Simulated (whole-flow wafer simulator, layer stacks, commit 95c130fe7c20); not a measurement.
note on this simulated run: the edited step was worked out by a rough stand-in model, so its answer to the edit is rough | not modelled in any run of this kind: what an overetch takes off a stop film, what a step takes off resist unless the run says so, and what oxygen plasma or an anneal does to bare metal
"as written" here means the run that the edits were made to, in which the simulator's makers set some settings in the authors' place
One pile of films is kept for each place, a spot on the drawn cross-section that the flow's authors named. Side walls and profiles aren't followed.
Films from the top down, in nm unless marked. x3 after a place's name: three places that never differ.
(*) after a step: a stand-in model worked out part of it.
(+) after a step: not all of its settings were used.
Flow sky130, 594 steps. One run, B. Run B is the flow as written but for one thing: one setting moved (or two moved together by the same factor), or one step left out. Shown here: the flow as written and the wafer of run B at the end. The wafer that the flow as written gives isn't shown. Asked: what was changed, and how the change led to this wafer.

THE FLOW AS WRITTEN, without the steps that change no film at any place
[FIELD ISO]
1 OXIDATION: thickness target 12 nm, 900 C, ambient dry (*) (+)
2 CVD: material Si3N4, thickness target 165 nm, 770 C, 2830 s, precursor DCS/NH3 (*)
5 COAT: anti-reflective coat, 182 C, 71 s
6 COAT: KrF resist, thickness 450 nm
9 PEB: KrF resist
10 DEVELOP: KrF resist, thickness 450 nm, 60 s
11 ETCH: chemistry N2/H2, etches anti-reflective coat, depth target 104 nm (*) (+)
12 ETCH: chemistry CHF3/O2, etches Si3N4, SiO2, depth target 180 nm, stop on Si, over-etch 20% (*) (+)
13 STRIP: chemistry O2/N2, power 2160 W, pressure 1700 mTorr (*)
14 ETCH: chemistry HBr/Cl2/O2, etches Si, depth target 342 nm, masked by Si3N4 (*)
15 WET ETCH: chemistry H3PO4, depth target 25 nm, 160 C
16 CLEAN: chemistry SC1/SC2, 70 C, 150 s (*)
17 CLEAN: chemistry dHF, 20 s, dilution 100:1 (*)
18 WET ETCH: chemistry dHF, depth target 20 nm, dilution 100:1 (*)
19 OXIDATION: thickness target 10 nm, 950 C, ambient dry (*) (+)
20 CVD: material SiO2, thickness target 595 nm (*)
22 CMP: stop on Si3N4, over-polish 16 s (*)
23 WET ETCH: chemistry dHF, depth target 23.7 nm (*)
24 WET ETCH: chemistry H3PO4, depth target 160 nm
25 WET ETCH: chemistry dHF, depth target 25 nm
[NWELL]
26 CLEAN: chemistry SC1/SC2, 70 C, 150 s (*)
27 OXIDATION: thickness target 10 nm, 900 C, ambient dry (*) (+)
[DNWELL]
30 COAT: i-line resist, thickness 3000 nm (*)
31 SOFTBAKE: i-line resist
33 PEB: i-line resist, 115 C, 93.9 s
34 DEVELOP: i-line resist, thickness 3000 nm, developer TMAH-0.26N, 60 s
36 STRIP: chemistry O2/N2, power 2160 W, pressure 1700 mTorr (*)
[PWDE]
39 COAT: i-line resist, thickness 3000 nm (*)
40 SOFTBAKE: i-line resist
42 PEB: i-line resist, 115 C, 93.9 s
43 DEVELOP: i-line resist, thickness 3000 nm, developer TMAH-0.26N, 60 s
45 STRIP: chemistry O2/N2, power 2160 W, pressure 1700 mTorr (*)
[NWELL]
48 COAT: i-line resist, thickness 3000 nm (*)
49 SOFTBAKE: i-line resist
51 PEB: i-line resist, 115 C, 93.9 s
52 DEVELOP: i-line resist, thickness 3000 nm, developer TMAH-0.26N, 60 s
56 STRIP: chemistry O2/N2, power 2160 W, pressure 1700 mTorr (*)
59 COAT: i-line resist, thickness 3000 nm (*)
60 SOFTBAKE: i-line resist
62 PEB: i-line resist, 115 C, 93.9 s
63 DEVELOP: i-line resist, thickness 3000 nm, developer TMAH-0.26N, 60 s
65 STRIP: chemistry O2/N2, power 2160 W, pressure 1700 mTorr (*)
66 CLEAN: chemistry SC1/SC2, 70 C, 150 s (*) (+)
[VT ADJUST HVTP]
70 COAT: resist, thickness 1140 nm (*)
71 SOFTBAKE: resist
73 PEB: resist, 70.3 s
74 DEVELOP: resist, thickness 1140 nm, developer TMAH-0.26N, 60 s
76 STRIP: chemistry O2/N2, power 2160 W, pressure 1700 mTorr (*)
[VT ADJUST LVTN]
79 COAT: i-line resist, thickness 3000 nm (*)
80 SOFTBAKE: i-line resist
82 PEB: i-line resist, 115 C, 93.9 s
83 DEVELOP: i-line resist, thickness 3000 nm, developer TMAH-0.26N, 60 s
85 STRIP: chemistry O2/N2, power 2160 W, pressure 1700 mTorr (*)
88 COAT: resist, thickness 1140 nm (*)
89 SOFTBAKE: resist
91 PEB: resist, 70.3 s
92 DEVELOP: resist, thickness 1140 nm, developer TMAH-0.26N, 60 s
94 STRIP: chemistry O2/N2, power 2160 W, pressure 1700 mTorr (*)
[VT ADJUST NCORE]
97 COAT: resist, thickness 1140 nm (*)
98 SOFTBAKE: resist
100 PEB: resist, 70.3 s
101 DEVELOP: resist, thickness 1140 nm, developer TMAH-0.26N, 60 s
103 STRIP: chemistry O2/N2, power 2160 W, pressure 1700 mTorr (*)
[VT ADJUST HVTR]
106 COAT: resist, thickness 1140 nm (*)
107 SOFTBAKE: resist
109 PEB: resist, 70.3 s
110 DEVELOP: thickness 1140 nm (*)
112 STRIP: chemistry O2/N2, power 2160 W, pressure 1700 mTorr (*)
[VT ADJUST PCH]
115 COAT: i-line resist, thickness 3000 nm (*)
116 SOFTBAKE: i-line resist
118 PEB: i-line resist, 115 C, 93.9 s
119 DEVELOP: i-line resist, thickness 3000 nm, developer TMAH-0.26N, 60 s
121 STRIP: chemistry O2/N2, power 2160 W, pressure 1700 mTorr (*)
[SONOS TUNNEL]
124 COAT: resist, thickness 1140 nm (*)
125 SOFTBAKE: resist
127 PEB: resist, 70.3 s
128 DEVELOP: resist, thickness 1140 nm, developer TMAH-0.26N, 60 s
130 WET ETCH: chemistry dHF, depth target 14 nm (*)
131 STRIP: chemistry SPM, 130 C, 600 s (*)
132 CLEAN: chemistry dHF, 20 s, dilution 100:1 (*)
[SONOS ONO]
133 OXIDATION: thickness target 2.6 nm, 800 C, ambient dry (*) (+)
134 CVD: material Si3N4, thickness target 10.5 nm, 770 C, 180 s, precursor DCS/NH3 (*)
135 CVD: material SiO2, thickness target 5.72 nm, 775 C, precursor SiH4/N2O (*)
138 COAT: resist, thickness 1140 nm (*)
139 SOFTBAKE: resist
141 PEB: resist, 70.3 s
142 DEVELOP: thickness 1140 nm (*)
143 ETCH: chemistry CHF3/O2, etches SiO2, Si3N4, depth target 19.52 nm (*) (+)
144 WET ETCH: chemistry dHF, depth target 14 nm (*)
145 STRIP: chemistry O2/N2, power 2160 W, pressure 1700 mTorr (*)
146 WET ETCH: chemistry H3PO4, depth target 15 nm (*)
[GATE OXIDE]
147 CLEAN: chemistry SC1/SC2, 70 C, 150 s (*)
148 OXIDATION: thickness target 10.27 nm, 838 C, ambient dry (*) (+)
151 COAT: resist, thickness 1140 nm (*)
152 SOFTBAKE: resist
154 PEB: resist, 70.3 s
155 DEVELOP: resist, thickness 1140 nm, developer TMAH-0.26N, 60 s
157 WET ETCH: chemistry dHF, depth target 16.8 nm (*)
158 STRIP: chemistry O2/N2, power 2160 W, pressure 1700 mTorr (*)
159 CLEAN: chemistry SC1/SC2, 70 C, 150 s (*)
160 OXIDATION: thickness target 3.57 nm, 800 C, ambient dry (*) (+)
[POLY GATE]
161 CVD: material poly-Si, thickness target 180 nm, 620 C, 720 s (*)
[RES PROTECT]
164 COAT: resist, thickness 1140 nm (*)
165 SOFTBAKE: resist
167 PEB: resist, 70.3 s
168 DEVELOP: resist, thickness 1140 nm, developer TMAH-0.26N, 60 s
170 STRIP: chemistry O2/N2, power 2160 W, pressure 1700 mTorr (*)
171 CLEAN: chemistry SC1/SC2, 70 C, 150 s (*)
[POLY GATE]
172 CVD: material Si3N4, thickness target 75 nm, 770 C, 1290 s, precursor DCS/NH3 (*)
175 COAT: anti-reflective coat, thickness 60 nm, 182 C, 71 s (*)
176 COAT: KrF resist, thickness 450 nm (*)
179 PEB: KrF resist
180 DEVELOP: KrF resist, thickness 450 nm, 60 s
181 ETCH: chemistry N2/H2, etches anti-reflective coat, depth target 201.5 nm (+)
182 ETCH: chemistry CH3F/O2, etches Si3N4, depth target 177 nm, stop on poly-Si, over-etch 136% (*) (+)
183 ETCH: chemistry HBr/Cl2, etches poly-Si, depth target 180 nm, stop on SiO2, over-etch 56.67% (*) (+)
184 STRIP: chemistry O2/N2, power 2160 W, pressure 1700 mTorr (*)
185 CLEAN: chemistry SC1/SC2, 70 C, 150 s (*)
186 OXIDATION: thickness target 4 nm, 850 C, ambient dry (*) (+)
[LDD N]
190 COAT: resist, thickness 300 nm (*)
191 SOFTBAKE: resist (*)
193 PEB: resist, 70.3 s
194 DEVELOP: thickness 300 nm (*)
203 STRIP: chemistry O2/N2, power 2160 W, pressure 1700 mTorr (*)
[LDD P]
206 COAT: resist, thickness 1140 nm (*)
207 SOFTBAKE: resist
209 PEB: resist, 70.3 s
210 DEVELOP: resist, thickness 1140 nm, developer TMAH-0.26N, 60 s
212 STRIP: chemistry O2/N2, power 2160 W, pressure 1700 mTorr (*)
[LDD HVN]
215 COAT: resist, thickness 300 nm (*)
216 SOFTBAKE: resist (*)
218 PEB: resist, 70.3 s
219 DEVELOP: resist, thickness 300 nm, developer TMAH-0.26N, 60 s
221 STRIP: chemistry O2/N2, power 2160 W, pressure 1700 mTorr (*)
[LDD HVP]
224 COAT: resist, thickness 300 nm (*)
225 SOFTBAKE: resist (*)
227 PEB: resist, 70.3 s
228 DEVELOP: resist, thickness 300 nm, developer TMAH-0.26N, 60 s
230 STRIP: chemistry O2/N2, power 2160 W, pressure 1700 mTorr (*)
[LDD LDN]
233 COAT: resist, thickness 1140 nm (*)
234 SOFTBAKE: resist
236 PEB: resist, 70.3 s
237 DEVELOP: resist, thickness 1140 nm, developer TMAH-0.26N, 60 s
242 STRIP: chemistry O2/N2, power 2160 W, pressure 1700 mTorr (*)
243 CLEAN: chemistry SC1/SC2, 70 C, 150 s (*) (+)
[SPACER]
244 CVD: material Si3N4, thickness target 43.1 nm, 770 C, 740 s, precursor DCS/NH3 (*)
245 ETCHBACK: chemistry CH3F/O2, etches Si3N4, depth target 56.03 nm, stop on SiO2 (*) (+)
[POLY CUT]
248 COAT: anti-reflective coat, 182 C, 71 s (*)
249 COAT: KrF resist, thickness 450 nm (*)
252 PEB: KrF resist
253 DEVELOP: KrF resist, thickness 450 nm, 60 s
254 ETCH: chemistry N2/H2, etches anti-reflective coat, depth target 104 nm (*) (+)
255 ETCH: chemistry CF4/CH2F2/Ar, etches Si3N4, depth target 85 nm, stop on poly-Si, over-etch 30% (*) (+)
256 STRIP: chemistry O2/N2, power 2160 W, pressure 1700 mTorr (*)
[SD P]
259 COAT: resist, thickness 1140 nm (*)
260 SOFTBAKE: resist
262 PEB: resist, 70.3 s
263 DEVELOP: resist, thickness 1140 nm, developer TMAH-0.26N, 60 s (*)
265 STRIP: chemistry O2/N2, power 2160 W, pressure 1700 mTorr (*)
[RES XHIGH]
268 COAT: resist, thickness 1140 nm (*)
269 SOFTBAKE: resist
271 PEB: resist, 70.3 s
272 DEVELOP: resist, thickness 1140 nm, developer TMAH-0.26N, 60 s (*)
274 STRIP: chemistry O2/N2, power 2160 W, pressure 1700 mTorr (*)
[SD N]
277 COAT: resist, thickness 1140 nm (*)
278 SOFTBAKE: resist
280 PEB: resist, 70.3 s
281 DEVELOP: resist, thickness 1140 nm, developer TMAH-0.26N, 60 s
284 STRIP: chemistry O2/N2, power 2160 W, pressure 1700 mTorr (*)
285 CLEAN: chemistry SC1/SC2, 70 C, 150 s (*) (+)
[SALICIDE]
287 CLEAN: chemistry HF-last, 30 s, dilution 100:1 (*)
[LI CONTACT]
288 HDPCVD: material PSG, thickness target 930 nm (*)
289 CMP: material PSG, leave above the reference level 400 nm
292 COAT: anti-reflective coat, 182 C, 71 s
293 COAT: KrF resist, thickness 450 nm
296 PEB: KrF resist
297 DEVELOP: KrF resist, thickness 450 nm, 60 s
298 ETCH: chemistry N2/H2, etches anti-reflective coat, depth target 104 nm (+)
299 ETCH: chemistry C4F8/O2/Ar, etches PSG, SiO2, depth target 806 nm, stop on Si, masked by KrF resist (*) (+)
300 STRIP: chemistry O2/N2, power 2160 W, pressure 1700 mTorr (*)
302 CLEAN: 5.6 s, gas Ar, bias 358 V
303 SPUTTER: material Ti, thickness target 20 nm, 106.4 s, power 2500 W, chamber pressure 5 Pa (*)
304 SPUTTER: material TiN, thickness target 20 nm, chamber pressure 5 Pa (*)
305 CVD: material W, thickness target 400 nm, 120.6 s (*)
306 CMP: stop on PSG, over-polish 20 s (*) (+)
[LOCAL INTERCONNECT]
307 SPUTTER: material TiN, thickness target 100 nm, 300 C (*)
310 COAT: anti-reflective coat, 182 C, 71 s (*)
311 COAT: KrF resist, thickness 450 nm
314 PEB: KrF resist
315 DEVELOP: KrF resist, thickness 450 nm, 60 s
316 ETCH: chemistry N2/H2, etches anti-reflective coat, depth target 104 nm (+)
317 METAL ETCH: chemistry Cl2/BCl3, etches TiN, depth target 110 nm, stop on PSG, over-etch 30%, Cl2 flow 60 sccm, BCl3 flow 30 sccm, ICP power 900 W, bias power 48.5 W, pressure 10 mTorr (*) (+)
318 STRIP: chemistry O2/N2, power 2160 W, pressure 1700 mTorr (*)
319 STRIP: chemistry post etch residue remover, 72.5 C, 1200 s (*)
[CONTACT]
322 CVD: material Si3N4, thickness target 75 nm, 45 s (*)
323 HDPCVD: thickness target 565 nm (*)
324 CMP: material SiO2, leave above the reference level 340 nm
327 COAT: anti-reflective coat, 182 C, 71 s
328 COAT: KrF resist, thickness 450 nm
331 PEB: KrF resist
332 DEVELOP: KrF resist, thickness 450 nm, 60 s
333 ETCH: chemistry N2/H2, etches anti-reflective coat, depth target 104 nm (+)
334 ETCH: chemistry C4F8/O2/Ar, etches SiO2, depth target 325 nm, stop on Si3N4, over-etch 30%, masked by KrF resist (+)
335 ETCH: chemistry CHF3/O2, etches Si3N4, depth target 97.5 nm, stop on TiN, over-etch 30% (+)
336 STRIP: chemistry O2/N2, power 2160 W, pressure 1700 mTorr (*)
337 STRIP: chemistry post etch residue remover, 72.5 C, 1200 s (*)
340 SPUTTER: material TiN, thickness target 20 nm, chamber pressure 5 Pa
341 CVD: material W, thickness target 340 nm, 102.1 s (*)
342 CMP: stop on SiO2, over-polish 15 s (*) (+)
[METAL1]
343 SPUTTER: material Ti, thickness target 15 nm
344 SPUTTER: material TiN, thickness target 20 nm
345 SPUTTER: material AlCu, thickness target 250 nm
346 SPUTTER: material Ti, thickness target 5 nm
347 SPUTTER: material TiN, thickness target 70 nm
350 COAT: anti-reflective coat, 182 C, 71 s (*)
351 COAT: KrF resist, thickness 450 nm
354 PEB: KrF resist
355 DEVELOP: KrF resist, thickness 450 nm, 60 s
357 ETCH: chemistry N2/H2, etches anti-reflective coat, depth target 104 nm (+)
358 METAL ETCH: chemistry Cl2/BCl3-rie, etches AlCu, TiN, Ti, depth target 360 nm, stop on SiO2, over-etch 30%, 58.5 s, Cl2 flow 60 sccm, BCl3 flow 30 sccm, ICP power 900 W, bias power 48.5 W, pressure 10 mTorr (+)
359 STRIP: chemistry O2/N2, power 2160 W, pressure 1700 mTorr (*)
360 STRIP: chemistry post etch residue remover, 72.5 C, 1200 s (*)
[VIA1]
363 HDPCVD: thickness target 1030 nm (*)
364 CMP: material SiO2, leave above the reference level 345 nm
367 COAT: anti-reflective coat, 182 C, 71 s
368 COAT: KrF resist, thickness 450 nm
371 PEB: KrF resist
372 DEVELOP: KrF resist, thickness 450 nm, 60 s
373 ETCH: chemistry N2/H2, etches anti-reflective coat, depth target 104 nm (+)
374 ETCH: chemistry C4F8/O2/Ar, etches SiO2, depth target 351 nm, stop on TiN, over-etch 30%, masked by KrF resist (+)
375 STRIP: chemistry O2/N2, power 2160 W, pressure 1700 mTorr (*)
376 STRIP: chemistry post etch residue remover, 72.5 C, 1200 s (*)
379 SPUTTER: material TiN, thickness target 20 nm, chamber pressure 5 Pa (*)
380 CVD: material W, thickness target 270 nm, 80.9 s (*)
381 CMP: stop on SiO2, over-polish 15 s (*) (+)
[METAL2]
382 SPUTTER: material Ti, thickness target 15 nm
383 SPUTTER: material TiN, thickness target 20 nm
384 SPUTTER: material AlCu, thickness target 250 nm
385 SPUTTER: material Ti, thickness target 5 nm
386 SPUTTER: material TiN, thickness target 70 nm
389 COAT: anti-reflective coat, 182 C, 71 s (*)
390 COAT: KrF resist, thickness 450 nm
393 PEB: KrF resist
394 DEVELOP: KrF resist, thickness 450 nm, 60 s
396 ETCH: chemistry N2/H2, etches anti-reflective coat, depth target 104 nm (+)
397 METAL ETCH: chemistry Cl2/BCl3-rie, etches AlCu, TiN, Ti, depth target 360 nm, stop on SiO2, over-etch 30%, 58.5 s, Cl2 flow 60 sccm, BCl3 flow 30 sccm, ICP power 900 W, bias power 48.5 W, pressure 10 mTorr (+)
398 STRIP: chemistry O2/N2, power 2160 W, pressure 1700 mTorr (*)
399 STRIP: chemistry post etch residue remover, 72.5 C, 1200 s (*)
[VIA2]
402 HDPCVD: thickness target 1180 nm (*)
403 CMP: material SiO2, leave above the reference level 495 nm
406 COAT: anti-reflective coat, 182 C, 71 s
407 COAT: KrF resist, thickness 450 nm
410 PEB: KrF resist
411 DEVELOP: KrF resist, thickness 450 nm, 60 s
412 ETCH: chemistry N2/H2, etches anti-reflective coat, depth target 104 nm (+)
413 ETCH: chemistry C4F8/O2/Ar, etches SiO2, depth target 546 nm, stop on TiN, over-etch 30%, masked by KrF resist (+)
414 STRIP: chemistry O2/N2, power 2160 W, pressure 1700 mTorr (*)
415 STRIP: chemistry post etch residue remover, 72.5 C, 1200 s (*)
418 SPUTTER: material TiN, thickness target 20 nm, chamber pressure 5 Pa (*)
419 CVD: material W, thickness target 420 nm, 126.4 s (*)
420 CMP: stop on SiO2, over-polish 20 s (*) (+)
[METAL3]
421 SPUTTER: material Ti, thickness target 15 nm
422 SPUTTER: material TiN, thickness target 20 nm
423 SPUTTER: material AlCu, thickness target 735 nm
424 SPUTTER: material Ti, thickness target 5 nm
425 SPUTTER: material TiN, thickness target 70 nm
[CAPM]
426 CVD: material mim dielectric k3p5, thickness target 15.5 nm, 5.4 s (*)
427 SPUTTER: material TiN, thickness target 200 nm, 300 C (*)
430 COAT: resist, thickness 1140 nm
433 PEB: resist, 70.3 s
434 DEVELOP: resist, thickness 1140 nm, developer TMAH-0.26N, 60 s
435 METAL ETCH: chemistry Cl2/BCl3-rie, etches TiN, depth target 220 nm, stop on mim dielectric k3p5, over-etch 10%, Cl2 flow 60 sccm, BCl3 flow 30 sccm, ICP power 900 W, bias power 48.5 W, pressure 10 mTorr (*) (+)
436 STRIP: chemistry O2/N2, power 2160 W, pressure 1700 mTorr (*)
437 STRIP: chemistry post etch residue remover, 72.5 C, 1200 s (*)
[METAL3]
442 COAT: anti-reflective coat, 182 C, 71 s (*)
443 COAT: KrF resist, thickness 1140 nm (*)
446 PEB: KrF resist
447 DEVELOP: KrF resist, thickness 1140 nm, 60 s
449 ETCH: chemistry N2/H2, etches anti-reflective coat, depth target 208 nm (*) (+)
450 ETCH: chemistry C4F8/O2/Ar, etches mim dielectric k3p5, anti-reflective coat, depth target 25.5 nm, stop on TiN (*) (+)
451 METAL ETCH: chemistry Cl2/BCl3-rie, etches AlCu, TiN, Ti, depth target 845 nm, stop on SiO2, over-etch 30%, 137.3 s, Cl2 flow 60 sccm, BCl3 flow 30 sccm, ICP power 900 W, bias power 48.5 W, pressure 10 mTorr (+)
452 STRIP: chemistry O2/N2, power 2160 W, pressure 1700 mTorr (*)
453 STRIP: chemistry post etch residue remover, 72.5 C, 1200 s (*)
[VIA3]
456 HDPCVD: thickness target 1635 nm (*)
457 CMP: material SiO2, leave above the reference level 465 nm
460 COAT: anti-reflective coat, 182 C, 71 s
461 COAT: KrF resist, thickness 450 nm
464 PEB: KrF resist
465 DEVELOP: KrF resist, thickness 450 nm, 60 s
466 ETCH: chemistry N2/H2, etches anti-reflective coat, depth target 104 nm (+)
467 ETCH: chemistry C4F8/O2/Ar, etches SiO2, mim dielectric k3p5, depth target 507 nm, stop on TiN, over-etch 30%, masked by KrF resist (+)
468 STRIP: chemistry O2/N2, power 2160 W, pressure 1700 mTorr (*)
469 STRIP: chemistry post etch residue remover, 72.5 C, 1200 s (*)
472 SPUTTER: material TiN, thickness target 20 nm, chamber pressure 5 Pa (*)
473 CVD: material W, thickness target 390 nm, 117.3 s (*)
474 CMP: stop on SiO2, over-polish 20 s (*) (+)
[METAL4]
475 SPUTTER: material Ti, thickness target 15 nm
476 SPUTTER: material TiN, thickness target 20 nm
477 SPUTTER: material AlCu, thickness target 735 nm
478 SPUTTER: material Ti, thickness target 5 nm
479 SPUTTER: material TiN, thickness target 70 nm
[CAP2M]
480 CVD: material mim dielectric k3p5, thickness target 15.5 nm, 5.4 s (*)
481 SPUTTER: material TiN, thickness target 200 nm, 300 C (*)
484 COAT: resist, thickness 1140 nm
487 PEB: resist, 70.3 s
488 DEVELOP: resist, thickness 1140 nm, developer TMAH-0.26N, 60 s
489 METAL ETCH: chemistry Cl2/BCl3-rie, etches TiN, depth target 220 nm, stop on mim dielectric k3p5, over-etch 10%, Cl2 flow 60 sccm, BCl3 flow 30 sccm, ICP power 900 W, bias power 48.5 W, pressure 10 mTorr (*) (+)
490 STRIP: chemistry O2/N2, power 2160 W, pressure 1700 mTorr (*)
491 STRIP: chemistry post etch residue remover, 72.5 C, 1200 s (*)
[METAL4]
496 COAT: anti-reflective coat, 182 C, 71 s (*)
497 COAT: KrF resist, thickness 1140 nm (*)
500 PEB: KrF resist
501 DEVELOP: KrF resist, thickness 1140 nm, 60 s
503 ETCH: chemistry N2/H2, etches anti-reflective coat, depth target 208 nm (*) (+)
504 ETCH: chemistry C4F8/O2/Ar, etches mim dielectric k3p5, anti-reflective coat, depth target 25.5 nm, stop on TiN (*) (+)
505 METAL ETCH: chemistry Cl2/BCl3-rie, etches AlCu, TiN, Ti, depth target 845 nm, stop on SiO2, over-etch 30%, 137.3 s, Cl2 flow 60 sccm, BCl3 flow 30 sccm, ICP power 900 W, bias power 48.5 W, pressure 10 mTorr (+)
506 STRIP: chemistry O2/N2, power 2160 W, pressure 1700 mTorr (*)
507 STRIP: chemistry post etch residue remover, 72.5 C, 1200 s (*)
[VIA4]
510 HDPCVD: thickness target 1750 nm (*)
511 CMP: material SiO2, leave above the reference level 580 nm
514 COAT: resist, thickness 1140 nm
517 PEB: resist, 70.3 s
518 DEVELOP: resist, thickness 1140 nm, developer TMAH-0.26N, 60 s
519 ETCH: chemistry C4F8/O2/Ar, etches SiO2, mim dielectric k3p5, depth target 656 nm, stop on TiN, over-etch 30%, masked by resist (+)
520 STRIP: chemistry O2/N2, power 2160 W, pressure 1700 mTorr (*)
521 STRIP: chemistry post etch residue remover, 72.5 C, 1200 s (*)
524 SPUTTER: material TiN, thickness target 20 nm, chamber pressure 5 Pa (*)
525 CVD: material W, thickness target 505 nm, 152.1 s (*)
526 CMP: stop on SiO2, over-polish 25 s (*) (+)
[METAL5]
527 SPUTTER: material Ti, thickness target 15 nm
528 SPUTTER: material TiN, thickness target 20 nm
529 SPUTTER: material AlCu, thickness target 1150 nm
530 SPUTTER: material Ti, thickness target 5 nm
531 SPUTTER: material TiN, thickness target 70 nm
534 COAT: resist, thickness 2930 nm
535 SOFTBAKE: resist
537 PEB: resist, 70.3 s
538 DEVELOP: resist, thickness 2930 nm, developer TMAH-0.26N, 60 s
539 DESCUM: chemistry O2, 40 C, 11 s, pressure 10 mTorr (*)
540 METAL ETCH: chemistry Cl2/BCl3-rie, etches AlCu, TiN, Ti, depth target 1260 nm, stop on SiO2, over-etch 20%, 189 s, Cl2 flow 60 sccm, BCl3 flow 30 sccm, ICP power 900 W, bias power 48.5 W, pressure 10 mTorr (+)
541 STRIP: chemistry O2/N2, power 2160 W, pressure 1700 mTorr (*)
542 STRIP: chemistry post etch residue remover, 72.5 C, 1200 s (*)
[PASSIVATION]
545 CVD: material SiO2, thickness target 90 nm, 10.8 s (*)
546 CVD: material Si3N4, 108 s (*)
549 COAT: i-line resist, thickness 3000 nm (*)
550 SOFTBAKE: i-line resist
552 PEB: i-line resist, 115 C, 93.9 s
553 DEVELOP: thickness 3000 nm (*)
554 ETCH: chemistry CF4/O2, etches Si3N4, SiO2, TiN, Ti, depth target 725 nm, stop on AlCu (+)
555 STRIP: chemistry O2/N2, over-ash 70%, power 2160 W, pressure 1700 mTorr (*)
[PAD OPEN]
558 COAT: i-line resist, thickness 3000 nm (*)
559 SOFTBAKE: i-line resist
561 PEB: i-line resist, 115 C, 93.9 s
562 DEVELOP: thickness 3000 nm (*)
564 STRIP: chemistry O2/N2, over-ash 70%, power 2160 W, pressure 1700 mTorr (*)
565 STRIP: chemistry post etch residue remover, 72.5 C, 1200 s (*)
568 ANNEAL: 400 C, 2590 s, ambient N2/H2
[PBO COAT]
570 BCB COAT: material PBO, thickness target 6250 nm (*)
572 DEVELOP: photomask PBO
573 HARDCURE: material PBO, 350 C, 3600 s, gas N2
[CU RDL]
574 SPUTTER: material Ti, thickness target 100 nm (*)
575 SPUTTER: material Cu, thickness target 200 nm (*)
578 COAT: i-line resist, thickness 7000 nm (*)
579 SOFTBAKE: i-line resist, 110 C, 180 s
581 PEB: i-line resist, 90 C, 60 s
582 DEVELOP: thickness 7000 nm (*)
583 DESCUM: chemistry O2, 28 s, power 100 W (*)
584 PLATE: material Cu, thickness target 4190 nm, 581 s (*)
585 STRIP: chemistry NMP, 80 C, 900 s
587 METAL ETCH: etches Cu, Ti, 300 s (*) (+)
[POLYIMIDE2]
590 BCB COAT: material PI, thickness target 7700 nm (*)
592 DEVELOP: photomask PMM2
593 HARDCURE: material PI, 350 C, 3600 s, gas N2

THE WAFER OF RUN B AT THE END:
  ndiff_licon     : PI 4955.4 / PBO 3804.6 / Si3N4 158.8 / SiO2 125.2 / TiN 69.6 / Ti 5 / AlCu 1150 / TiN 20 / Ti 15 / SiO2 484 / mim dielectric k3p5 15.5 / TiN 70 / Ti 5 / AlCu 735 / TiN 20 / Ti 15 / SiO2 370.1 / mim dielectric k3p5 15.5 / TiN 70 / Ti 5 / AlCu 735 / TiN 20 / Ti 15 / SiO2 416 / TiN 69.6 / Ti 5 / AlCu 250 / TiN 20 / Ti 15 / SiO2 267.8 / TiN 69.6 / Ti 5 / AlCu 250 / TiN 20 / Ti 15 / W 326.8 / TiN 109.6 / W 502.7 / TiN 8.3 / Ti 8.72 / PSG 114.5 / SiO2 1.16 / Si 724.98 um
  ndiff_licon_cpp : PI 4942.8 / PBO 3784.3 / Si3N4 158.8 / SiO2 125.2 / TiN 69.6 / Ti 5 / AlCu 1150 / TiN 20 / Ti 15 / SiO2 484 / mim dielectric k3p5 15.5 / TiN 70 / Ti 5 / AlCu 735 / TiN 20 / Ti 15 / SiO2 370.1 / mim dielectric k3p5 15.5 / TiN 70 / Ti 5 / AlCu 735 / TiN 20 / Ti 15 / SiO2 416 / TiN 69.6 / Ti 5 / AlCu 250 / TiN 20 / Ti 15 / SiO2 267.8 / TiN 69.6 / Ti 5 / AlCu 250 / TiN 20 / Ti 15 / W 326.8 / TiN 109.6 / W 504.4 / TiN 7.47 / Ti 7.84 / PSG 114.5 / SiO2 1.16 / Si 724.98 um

The cause: step 299, ETCH: depth target 524 nm was run, where the flow has depth target 806 nm.

How the change led to this, step by step:
  299 ETCH: chemistry C4F8/O2/Ar, etches PSG, SiO2, depth target 806 nm, stop on Si, masked by KrF resist (*) (+)
      contact, ndiff_licon, ndiff_licon_cpp: PSG -524 (as written it would be: PSG -643.6 (all of it), SiO2 -1.16 (all of it))
      field, active, n_well and 184 more: KrF resist -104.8 (as written it would be: KrF resist -161.2)
  300 STRIP: chemistry O2/N2, power 2160 W, pressure 1700 mTorr (*)
      contact, ndiff_licon, ndiff_licon_cpp: nothing (as written it would be: chemical SiO2 +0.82 (new film), Si -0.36)
      field, active, n_well and 184 more: KrF resist -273 (all of it), anti-reflective coat -80 (all of it) (as written it would be: KrF resist -216.6 (all of it), anti-reflective coat -80 (all of it))
  302 CLEAN: 5.6 s, gas Ar, bias 358 V
      contact, ndiff_licon, ndiff_licon_cpp: PSG -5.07 (as written it would be: chemical SiO2 -0.82 (all of it))
  303 SPUTTER: material Ti, thickness target 20 nm, 106.4 s, power 2500 W, chamber pressure 5 Pa (*)
      ndiff_licon: Ti +8.72 (new film) (as written it would be: Ti +7.24 (new film))
      ndiff_licon_cpp: Ti +7.84 (new film) (as written it would be: Ti +6.53 (new film))
  304 SPUTTER: material TiN, thickness target 20 nm, chamber pressure 5 Pa (*)
      ndiff_licon: TiN +8.3 (new film) (as written it would be: TiN +6.83 (new film))
      ndiff_licon_cpp: TiN +7.47 (new film) (as written it would be: TiN +6.17 (new film))
  305 CVD: material W, thickness target 400 nm, 120.6 s (*)
      ndiff_licon: W +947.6 (new film) (as written it would be: W +1066.5 (new film))
      ndiff_licon_cpp: W +949.3 (new film) (as written it would be: W +1067.9 (new film))
  568 ANNEAL: 400 C, 2590 s, ambient N2/H2
      ndiff_licon, ndiff_licon_cpp: nothing (as written it would be: under 37 films: void +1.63 (new film), Ti -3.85, TiSi first +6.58 (new film), Si -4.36)
Counting metal films that touch as one body, ndiff_licon has 5 bodies (between them, from the top down: SiO2 484 / mim dielectric k3p5 15.5; SiO2 370.1 / mim dielectric k3p5 15.5; SiO2 416; SiO2 267.8); the flow as written gives 6 bodies (between them, from the top down: SiO2 484 / mim dielectric k3p5 15.5; SiO2 370.1 / mim dielectric k3p5 15.5; SiO2 416; SiO2 267.8; void 1.78).
Counting metal films that touch as one body, ndiff_licon_cpp has 5 bodies (between them, from the top down: SiO2 484 / mim dielectric k3p5 15.5; SiO2 370.1 / mim dielectric k3p5 15.5; SiO2 416; SiO2 267.8); the flow as written gives 6 bodies (between them, from the top down: SiO2 484 / mim dielectric k3p5 15.5; SiO2 370.1 / mim dielectric k3p5 15.5; SiO2 416; SiO2 267.8; void 1.78).
